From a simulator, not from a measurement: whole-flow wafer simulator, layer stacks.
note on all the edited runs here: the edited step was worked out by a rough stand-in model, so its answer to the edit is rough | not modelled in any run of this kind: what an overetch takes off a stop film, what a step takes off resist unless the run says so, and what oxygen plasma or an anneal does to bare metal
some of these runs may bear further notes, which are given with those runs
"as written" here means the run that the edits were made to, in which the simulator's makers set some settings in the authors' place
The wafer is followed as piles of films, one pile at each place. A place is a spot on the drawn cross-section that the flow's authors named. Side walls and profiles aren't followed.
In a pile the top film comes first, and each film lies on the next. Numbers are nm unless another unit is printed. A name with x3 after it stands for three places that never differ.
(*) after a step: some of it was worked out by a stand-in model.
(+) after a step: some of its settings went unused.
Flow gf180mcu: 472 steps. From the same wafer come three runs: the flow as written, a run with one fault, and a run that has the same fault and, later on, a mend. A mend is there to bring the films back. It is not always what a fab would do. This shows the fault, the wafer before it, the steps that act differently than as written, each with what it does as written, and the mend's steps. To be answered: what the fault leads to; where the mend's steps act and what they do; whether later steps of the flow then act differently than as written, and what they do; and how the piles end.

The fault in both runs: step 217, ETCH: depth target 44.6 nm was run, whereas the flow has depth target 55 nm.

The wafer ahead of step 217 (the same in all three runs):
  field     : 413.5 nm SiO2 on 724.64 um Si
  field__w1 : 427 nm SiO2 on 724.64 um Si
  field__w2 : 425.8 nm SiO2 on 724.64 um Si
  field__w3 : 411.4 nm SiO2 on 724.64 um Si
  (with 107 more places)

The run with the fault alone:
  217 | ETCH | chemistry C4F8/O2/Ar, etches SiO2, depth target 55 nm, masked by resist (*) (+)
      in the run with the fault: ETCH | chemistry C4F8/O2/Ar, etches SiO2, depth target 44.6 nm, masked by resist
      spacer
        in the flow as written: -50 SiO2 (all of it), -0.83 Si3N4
        in the run with the fault: -44.6 SiO2
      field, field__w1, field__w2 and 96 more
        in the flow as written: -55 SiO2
        in the run with the fault: -44.6 SiO2
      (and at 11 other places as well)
  Later steps of the flow acting differently than as written (not shown: 5 more steps that differ only slightly, by at most 2% or 0.5 nm, whichever is larger):
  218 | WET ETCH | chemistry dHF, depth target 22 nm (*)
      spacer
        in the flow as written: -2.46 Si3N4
        in the run with the fault: -5.4 SiO2 (all of it), -3.01 Si3N4
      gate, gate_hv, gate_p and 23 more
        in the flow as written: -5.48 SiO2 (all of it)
        in the run with the fault: -15.9 SiO2 (all of it)
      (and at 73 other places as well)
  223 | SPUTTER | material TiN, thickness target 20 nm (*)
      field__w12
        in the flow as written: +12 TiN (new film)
        in the run with the fault: +12.6 TiN (new film)
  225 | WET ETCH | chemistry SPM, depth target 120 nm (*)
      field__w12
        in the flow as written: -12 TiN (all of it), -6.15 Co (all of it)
        in the run with the fault: -12.6 TiN (all of it), -6.42 Co (all of it)
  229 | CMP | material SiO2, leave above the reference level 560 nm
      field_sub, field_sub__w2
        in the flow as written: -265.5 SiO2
        in the run with the fault: -272.6 SiO2
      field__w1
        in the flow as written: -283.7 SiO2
        in the run with the fault: -290.4 SiO2
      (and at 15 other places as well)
  The piles end only slightly different from the flow's at the places that both follow, by no more than 2% or 0.5 nm, whichever is larger.

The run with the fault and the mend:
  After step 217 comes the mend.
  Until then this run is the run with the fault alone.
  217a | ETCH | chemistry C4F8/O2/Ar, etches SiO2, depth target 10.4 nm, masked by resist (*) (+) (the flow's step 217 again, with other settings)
      field, field__w1, field__w2 and 96 more
        -10.4 SiO2
      field__w5, field__w9, field__w13 and 8 more
        -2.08 resist
      spacer
        -5.4 SiO2 (all of it), -0.83 Si3N4
  Later steps of the flow that are run all act as written at every place that is followed.
  At every place that both follow, the piles at the end match the flow's.
